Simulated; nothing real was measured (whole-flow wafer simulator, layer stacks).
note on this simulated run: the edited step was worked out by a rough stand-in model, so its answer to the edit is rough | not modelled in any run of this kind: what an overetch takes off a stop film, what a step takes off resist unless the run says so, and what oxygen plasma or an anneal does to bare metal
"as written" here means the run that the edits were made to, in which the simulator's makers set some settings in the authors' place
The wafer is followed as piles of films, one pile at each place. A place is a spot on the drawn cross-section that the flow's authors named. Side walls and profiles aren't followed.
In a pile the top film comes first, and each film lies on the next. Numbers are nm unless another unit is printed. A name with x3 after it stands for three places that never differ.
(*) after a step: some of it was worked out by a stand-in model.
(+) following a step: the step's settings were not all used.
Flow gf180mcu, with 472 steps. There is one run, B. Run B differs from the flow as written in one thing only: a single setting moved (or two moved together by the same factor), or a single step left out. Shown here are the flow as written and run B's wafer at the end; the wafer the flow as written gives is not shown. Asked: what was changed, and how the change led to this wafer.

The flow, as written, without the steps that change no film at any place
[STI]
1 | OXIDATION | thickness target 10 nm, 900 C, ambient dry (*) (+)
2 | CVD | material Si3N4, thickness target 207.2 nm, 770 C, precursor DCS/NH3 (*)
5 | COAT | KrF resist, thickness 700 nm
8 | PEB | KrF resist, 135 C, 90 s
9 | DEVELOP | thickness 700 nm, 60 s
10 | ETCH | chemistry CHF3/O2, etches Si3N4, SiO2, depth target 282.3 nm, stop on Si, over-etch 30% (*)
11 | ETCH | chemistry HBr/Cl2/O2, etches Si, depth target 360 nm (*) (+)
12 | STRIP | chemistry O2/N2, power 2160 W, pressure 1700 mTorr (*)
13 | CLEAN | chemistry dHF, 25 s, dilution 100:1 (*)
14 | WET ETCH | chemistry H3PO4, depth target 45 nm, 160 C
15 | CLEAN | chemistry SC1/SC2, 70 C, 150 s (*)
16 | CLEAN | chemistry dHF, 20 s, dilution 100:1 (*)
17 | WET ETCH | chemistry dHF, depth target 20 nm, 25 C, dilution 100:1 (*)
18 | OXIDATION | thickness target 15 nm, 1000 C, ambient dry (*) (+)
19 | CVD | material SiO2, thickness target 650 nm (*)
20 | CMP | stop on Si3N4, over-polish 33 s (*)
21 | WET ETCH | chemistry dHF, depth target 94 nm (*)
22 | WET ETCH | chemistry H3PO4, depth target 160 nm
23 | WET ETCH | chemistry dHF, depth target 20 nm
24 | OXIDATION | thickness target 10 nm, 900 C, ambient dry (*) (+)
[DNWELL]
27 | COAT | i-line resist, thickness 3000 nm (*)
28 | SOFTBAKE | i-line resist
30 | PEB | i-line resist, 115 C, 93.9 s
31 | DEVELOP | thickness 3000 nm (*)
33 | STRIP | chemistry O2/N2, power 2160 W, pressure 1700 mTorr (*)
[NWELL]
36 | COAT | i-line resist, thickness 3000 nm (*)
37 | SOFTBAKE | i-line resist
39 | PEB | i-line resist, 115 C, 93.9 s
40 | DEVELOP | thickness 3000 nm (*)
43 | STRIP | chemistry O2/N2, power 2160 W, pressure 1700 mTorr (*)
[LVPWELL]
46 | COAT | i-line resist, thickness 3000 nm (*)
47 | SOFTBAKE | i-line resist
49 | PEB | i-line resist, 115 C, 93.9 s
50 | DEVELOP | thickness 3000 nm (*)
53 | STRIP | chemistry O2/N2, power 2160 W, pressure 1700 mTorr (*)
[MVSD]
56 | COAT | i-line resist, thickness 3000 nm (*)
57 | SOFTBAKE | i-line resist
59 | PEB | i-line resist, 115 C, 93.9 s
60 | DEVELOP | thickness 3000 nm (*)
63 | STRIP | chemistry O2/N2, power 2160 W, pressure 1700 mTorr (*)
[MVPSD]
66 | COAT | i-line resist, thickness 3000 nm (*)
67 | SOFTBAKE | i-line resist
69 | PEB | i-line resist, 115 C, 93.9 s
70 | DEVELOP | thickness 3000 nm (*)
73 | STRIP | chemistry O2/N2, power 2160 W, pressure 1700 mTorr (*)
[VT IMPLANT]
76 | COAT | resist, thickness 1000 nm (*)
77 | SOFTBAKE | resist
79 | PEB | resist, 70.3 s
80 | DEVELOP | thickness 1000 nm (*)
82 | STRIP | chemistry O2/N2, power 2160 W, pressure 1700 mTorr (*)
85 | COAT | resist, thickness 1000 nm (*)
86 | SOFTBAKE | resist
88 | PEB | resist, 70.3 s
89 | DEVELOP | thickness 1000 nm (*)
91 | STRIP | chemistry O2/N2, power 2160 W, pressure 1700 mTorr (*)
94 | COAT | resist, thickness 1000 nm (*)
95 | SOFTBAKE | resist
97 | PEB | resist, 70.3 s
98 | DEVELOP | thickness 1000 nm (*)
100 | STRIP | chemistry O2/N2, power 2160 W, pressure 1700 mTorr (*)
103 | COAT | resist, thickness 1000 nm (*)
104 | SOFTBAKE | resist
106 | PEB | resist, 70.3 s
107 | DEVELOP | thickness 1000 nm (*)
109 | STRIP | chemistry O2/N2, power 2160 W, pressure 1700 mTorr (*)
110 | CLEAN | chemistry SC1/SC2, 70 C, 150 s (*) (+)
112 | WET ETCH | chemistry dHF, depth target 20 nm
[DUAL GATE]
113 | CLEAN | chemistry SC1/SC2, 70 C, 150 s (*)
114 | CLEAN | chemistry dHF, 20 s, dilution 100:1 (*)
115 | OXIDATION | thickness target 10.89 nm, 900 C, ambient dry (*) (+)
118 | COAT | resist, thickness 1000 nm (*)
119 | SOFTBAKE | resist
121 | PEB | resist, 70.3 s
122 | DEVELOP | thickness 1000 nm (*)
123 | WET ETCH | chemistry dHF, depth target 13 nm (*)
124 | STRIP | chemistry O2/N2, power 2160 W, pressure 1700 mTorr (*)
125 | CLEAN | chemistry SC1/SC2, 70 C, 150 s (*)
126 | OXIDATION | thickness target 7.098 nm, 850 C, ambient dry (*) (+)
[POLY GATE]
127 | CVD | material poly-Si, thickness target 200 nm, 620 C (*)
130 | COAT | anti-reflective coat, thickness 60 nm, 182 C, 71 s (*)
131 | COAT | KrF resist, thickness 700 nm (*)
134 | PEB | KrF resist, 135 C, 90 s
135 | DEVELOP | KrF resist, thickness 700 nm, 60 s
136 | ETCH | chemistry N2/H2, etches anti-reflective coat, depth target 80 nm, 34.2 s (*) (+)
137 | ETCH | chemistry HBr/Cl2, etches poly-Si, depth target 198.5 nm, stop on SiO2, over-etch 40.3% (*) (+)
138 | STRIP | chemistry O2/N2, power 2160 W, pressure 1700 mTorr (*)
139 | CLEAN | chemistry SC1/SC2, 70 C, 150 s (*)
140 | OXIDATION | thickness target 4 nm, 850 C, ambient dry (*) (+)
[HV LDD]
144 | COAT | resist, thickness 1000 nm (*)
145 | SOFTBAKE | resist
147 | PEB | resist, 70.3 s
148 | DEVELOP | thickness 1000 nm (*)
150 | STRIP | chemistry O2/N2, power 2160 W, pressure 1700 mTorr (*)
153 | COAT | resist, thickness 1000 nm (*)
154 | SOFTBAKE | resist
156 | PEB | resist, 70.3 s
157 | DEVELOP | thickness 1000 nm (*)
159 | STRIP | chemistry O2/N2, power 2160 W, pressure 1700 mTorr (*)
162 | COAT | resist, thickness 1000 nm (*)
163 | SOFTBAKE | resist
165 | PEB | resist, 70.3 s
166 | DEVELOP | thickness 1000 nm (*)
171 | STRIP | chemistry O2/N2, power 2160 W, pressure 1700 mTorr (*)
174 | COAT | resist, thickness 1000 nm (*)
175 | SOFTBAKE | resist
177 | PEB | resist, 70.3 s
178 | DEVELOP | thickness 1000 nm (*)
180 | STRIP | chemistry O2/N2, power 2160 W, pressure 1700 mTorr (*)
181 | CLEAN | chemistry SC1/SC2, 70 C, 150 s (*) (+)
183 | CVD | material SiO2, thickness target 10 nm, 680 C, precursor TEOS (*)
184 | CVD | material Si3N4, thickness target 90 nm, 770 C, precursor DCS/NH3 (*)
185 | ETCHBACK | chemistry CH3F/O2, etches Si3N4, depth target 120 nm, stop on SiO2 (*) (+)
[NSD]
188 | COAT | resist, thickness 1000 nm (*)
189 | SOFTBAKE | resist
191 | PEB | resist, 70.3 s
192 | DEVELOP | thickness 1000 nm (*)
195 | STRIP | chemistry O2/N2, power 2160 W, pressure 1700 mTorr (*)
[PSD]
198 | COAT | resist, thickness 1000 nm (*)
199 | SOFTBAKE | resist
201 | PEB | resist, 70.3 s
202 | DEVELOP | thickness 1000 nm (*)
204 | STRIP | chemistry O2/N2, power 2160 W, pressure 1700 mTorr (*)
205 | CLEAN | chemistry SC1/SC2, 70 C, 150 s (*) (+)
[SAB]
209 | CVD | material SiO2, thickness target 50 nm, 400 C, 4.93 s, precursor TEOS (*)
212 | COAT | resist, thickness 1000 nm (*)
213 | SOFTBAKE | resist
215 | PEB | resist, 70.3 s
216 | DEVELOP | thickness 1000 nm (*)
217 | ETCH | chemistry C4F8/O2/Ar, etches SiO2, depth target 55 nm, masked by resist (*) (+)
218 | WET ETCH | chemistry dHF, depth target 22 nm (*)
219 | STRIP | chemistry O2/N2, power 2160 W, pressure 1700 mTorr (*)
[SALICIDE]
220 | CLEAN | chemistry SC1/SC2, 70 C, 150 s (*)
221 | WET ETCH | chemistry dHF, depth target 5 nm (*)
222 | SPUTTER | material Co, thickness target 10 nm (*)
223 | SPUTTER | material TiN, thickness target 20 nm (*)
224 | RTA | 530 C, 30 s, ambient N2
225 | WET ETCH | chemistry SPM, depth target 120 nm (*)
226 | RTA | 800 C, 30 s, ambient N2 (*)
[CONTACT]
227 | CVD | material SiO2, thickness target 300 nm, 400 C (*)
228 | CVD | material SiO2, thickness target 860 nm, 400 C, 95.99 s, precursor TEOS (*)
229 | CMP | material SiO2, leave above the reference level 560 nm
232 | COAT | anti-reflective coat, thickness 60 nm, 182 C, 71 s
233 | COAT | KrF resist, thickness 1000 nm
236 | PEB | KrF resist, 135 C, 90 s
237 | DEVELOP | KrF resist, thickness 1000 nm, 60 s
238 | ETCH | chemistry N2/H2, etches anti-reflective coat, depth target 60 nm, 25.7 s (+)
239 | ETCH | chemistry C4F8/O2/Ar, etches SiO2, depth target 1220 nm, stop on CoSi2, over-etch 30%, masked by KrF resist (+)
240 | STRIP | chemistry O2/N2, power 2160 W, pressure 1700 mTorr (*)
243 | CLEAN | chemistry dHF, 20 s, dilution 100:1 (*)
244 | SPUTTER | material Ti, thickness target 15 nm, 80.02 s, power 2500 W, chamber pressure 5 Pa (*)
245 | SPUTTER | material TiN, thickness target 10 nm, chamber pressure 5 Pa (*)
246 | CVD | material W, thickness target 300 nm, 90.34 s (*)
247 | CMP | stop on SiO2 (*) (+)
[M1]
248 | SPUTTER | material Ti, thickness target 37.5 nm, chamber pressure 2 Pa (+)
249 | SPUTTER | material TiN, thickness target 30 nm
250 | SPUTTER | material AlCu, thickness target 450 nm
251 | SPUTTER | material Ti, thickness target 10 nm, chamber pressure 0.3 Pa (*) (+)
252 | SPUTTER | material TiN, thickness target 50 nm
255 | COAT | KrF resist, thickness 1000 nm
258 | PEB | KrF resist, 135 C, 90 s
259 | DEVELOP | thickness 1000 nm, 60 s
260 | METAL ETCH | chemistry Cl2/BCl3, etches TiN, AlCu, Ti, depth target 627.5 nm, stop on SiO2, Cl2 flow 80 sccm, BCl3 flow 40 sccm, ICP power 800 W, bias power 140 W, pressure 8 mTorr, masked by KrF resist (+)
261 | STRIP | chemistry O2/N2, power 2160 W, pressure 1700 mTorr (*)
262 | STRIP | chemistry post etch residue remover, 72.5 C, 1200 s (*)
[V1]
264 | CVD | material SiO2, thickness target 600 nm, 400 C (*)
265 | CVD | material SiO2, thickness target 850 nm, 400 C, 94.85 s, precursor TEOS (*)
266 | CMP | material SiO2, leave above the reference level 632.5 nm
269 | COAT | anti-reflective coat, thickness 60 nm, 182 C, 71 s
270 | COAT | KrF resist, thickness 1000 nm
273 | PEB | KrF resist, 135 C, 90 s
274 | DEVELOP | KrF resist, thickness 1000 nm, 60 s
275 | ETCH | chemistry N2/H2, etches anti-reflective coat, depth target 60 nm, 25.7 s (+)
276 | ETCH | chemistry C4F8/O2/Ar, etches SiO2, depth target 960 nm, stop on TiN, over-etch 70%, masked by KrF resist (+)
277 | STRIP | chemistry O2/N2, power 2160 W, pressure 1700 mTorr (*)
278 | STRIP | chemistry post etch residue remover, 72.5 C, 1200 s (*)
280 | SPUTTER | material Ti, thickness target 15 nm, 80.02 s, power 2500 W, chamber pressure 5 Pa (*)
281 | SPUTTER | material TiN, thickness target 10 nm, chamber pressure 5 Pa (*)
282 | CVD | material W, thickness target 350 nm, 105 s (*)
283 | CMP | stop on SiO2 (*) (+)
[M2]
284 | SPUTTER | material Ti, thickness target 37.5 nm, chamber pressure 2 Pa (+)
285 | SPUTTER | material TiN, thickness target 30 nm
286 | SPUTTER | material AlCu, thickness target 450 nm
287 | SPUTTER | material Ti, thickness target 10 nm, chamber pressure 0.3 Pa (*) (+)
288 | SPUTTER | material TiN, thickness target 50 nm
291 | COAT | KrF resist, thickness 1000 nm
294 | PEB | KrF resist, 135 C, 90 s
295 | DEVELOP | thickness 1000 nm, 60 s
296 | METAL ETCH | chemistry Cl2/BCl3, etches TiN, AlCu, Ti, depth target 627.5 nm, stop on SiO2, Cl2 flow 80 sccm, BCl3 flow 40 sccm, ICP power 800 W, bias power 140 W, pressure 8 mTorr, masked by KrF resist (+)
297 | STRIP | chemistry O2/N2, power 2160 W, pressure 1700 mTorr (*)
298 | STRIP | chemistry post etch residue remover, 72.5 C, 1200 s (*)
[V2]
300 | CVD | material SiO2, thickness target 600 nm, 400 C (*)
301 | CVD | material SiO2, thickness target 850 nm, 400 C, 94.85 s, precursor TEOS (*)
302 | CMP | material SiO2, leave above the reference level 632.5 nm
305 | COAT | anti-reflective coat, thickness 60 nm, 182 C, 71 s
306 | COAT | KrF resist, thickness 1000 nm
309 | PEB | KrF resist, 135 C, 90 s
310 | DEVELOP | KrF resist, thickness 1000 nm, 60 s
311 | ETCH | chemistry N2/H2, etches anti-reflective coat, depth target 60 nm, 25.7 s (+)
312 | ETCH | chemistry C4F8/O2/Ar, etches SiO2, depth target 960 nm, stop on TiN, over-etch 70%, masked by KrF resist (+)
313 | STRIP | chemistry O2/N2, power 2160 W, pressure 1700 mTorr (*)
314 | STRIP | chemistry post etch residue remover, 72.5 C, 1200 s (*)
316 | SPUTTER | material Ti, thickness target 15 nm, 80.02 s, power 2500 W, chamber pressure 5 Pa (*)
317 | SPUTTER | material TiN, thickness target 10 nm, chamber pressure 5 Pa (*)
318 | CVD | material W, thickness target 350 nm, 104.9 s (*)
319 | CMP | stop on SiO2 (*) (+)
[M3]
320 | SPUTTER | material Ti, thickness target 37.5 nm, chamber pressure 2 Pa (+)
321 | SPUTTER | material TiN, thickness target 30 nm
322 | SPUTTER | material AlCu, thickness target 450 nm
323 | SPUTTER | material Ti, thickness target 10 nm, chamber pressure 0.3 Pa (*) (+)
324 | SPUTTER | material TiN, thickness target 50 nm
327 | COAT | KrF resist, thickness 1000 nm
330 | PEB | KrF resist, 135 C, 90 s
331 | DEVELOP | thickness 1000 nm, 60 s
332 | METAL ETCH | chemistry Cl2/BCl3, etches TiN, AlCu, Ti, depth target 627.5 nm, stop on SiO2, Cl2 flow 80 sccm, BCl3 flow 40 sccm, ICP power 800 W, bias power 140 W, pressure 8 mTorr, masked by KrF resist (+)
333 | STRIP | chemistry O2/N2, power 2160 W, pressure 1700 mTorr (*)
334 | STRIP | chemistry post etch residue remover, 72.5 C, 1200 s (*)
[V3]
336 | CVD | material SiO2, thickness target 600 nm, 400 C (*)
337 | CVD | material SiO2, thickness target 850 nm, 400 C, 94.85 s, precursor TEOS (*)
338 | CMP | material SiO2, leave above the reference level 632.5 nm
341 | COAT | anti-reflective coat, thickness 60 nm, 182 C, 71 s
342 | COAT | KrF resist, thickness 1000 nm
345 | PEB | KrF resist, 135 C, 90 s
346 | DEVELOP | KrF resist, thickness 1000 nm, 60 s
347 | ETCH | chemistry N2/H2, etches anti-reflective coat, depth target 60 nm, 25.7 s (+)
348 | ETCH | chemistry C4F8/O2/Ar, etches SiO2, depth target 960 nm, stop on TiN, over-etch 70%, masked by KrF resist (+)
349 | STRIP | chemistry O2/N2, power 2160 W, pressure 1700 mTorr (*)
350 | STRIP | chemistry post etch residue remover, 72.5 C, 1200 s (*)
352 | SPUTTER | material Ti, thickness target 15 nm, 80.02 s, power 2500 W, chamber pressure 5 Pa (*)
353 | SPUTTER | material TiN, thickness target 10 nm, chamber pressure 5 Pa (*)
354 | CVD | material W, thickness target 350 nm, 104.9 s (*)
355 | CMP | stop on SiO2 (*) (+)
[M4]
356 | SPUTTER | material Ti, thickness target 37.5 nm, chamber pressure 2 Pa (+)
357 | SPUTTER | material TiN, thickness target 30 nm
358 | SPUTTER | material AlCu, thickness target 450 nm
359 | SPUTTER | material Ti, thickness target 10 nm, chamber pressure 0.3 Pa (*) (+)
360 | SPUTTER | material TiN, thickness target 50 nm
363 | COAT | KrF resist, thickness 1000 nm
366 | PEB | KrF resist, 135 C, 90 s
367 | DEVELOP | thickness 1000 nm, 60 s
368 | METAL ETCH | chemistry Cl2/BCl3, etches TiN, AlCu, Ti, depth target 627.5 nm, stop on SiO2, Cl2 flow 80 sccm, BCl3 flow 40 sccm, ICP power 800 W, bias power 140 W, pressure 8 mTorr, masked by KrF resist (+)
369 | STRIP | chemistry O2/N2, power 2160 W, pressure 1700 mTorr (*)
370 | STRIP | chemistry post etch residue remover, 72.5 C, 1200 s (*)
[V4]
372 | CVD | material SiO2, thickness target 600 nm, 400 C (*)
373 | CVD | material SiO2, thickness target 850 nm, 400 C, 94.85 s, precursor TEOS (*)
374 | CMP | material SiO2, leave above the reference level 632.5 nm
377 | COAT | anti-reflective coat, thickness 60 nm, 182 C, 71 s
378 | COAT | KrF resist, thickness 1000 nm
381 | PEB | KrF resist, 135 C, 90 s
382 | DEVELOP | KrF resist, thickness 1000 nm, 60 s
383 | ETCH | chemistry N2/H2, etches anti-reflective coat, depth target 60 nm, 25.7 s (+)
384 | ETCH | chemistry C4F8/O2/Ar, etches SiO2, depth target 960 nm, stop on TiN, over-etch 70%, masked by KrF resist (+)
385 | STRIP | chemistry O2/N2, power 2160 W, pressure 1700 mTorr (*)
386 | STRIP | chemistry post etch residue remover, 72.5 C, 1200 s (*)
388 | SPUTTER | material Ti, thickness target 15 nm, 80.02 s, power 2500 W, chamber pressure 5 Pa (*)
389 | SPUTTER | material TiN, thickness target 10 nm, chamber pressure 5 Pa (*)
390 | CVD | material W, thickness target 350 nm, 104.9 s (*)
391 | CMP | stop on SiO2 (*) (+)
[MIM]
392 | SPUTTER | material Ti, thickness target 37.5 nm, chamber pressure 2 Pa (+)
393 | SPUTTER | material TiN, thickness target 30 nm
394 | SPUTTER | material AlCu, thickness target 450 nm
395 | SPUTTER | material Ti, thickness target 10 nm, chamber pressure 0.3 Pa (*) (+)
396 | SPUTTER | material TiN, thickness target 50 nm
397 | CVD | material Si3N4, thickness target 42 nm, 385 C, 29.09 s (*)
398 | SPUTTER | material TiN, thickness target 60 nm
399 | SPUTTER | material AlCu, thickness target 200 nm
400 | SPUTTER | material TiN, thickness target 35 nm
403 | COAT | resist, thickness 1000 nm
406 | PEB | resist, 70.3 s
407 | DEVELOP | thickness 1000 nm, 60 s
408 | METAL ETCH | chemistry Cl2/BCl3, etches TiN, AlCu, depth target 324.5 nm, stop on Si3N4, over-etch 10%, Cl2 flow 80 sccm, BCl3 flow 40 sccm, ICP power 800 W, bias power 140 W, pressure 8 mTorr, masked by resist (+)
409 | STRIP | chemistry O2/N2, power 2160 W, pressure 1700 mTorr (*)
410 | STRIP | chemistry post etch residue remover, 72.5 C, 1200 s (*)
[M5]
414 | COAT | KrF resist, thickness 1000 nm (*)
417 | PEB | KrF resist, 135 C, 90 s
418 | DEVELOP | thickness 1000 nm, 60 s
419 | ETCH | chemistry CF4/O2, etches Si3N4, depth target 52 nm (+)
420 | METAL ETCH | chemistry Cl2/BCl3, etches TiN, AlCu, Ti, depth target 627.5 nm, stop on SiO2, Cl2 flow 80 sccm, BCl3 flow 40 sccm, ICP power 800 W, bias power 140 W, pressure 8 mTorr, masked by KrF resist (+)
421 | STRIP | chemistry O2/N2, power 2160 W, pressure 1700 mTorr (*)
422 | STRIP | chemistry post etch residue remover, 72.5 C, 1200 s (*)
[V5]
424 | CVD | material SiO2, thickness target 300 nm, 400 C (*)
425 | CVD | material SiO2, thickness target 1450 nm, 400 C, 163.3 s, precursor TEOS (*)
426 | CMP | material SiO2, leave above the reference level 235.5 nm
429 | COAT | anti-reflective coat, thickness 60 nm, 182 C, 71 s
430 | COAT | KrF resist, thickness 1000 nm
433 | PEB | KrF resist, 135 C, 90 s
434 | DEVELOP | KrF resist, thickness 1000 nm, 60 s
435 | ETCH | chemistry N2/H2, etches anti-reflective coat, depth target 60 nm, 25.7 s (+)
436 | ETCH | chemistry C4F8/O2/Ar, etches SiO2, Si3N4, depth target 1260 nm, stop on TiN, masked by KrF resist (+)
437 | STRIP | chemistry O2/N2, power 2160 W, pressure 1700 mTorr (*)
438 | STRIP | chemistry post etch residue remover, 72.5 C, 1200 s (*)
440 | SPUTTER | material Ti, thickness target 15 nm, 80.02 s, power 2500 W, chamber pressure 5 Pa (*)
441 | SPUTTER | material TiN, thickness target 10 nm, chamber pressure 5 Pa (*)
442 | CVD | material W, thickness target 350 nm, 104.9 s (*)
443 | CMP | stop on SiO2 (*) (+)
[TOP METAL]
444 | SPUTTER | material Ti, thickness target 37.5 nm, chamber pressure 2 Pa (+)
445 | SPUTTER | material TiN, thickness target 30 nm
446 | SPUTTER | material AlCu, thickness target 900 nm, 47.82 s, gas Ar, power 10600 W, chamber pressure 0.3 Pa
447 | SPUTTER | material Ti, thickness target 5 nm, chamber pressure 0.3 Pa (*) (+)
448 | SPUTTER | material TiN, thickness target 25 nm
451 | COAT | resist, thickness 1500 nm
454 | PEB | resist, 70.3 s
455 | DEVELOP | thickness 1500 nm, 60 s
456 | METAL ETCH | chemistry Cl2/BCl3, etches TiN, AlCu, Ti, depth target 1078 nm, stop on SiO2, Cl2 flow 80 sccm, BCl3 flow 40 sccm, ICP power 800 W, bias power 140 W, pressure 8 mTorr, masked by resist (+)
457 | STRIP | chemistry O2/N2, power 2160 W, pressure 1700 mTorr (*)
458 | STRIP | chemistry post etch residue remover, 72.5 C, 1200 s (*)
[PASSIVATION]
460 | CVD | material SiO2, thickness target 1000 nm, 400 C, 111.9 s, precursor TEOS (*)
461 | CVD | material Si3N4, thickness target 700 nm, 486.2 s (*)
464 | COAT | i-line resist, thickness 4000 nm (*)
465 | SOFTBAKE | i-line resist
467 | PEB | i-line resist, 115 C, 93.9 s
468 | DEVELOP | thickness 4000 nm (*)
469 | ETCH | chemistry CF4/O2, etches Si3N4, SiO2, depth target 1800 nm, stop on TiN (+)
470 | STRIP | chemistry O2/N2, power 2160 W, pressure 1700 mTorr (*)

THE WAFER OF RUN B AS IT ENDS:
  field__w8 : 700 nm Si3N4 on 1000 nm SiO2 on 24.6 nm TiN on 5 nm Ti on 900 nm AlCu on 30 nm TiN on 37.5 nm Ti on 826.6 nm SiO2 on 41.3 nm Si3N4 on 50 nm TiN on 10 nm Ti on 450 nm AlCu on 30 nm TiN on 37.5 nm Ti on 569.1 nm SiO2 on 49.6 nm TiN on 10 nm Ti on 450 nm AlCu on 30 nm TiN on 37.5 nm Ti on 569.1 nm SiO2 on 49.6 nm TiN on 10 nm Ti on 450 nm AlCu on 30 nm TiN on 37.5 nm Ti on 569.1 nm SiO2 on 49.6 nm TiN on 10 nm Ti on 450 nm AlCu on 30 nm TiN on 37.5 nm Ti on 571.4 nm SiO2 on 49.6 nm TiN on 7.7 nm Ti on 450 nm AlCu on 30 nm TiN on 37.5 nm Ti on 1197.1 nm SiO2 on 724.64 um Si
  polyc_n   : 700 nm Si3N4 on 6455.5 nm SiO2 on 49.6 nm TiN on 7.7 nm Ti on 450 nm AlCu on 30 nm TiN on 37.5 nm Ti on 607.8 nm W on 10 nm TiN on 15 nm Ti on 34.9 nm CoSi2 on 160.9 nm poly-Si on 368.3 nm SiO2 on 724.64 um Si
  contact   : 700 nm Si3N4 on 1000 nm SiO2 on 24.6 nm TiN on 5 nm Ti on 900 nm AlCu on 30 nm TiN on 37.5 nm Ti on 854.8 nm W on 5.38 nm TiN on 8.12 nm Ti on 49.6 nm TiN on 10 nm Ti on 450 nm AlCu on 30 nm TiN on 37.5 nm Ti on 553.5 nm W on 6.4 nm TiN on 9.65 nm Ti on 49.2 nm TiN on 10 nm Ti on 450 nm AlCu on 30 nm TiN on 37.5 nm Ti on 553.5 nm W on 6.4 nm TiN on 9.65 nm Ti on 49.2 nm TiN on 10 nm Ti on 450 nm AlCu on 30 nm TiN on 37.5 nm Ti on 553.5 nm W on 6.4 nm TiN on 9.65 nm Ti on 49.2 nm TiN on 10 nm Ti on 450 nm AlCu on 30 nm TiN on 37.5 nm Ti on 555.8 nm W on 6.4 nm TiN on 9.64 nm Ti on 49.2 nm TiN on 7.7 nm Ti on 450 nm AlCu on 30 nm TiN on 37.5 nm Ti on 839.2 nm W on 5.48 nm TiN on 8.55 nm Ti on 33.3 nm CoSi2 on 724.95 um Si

Cause: step 251, SPUTTER: thickness target 7.7 nm was run, though the flow has thickness target 10 nm.
The wafer lets one read it off: field__w8 has Ti 7.7, and step 251 as written asks for 10 nm.

The path from the change to this, step by step:
  251 | SPUTTER | material Ti, thickness target 10 nm, chamber pressure 0.3 Pa (*) (+)
      field, field__w1, field__w2 and 108 more: Ti gains 7.7 (new film) (it would be, as written: Ti gains 10 (new film))
  260 | METAL ETCH | chemistry Cl2/BCl3, etches TiN, AlCu, Ti, depth target 627.5 nm, stop on SiO2, Cl2 flow 80 sccm, BCl3 flow 40 sccm, ICP power 800 W, bias power 140 W, pressure 8 mTorr, masked by KrF resist (+)
      field, field__w1, field__w2 and 99 more: TiN loses 50 (all of it), Ti loses 7.7 (all of it), AlCu loses 450 (all of it), TiN loses 30 (all of it), Ti loses 37.5 (all of it) (it would be, as written: TiN loses 50 (all of it), Ti loses 10 (all of it), AlCu loses 450 (all of it), TiN loses 30 (all of it), Ti loses 37.5 (all of it))
